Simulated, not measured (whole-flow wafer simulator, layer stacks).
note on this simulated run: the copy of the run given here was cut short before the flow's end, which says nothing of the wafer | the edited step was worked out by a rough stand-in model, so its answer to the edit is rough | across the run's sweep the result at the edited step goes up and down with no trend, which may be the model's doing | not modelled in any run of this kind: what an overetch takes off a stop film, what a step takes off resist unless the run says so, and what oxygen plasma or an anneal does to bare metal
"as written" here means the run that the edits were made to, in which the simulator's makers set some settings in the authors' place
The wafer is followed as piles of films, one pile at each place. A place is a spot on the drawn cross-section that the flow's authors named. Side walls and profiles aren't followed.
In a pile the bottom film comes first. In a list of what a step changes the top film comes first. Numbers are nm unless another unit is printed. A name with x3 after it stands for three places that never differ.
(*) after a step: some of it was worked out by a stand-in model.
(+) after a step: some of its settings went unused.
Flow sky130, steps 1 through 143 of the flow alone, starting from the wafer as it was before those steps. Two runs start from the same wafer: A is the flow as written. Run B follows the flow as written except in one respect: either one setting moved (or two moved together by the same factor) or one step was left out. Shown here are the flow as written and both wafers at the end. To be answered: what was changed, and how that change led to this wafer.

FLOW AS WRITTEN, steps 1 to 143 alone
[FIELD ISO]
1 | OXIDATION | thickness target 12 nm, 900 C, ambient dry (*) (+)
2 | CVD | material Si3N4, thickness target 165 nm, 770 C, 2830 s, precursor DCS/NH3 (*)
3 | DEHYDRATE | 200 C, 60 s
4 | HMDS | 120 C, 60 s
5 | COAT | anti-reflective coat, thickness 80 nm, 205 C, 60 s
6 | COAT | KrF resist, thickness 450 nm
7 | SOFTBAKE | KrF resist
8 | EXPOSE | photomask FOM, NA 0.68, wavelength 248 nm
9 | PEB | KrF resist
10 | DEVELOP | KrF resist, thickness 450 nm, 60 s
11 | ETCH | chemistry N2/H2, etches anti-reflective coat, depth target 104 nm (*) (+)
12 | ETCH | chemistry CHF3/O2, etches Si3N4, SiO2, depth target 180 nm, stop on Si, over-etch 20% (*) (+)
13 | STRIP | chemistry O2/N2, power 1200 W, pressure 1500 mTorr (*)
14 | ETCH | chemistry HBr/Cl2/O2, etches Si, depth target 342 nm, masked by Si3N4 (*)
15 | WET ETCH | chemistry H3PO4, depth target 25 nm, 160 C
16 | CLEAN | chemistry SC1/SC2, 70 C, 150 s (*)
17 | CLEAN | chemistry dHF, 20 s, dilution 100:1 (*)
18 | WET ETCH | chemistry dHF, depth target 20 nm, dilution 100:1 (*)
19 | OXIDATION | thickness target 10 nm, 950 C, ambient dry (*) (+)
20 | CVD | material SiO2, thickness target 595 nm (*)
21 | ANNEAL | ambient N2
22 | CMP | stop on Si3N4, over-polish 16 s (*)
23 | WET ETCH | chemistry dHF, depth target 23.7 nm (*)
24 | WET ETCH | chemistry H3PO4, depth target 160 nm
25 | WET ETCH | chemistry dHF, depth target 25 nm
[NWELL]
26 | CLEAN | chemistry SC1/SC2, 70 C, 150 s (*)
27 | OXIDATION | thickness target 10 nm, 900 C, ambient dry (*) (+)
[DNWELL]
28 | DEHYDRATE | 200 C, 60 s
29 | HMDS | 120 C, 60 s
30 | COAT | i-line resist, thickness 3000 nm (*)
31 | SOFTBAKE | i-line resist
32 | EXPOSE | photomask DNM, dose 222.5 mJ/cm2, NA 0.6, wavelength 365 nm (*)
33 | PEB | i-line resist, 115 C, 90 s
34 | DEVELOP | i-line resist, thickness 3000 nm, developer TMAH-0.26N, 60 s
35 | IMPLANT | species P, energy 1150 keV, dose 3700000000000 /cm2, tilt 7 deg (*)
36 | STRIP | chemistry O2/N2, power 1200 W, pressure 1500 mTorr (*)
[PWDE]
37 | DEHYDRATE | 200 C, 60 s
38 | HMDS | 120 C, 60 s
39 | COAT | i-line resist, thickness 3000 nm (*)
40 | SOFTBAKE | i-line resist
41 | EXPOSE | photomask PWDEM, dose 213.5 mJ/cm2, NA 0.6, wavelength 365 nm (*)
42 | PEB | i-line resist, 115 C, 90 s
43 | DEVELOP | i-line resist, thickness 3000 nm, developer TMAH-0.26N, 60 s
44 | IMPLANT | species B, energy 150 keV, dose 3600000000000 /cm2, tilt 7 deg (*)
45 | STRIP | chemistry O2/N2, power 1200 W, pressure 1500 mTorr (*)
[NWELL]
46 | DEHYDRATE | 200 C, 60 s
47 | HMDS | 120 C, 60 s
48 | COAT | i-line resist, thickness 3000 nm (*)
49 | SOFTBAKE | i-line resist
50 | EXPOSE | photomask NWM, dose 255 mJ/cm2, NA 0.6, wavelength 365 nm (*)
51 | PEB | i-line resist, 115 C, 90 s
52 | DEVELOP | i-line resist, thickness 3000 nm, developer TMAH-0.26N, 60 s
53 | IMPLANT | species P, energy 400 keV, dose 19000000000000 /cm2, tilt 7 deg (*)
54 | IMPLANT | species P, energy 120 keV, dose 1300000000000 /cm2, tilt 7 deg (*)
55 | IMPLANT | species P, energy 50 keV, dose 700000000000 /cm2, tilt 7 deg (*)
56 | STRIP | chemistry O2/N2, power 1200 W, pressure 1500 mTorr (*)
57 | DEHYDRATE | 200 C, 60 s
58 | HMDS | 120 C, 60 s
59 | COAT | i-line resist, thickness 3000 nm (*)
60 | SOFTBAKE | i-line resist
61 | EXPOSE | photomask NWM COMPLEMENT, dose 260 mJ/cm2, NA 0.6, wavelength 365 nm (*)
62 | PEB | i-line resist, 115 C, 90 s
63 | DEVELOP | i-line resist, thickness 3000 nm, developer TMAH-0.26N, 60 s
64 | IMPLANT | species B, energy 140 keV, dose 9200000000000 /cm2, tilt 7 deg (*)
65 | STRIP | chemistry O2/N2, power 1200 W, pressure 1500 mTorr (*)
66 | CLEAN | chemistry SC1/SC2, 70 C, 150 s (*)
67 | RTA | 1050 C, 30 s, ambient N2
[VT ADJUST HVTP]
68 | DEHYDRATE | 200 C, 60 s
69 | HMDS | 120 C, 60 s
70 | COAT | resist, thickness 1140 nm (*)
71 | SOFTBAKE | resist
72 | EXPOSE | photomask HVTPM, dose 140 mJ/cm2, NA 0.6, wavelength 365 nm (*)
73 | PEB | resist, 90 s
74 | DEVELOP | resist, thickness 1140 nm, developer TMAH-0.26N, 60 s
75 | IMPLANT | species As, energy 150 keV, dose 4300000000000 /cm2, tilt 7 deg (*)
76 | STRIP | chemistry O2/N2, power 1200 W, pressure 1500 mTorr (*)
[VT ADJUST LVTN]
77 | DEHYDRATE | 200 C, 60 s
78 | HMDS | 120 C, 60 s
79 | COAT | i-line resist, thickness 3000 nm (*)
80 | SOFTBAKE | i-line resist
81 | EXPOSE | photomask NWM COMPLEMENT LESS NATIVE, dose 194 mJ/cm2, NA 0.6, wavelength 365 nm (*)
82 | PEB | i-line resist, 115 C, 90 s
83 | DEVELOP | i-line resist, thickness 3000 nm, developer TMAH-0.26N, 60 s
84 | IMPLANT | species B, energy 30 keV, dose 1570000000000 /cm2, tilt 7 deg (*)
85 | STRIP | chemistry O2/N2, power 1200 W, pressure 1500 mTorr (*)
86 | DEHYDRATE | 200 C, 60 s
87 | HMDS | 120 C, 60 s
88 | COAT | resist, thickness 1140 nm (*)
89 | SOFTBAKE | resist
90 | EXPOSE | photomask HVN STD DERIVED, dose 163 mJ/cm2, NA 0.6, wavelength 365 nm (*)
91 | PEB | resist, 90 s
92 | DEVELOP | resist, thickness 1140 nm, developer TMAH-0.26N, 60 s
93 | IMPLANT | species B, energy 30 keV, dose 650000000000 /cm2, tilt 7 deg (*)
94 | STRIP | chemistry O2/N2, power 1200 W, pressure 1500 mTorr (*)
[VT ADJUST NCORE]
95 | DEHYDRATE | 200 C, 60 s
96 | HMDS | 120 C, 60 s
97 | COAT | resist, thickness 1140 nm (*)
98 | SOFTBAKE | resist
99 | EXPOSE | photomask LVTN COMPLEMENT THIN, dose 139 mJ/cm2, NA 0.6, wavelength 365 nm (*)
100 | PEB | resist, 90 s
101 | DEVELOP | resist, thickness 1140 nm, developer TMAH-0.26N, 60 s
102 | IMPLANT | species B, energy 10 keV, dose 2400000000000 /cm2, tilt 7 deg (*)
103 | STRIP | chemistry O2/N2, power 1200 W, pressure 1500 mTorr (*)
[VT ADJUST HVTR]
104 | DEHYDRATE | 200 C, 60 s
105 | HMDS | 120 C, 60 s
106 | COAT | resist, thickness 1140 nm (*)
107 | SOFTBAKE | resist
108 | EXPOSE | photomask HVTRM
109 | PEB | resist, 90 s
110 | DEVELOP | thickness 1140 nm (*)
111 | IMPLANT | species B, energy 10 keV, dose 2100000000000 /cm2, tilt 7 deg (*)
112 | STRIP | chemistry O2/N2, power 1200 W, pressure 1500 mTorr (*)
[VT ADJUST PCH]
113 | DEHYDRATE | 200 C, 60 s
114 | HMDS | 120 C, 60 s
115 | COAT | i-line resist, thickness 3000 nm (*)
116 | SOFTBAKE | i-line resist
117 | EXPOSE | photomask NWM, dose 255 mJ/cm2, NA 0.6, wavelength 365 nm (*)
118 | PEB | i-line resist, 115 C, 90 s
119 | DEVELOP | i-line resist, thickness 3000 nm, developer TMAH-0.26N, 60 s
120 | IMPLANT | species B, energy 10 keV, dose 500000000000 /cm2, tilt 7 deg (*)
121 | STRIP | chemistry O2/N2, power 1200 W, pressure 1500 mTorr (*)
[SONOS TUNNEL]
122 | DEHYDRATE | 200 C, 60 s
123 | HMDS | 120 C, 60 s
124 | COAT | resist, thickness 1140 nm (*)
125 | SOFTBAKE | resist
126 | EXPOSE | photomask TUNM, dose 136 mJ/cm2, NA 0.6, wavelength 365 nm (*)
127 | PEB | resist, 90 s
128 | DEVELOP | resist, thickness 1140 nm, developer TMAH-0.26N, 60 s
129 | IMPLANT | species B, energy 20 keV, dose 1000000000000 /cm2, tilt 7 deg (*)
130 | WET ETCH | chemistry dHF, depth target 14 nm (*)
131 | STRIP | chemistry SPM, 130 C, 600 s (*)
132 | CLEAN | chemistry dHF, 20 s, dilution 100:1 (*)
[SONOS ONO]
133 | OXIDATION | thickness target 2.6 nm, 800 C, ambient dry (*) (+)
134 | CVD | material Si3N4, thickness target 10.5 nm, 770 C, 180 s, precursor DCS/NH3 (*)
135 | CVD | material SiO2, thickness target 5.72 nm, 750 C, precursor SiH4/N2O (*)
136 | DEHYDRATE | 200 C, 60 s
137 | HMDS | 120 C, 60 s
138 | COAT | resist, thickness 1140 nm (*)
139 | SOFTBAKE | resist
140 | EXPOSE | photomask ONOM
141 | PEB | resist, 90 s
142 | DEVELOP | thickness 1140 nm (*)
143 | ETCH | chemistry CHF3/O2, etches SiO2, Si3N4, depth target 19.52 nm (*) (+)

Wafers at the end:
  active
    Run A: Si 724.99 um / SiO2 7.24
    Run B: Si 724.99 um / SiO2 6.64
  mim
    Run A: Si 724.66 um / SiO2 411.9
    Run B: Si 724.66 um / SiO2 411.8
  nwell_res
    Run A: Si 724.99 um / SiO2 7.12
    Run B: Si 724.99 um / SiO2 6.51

The reason: step 133, OXIDATION: thickness target 1.8 nm was run, while the flow as written has thickness target 2.6 nm.

Step by step, how the change led to this:
  133 | OXIDATION | thickness target 2.6 nm, 800 C, ambient dry (*) (+)
      active, p_well x5, gate and 67 more: A SiO2 gains 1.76, Si loses 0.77 | B SiO2 gains 1.16, Si loses 0.51
      nwell_res, pplus_nw, gate_p and 22 more: A SiO2 gains 1.77, Si loses 0.78 | B SiO2 gains 1.16, Si loses 0.51
      (also at 4 further places)
  143 | ETCH | chemistry CHF3/O2, etches SiO2, Si3N4, depth target 19.52 nm (*) (+)
      n_well, sonos_sd: A SiO2 loses 5.72 (all of it), Si3N4 loses 10.5 (all of it), SiO2 loses 2.6 (all of it), Si loses 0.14 | B SiO2 loses 5.72 (all of it), Si3N4 loses 10.5 (all of it), SiO2 loses 1.8 (all of it), Si loses 0.3
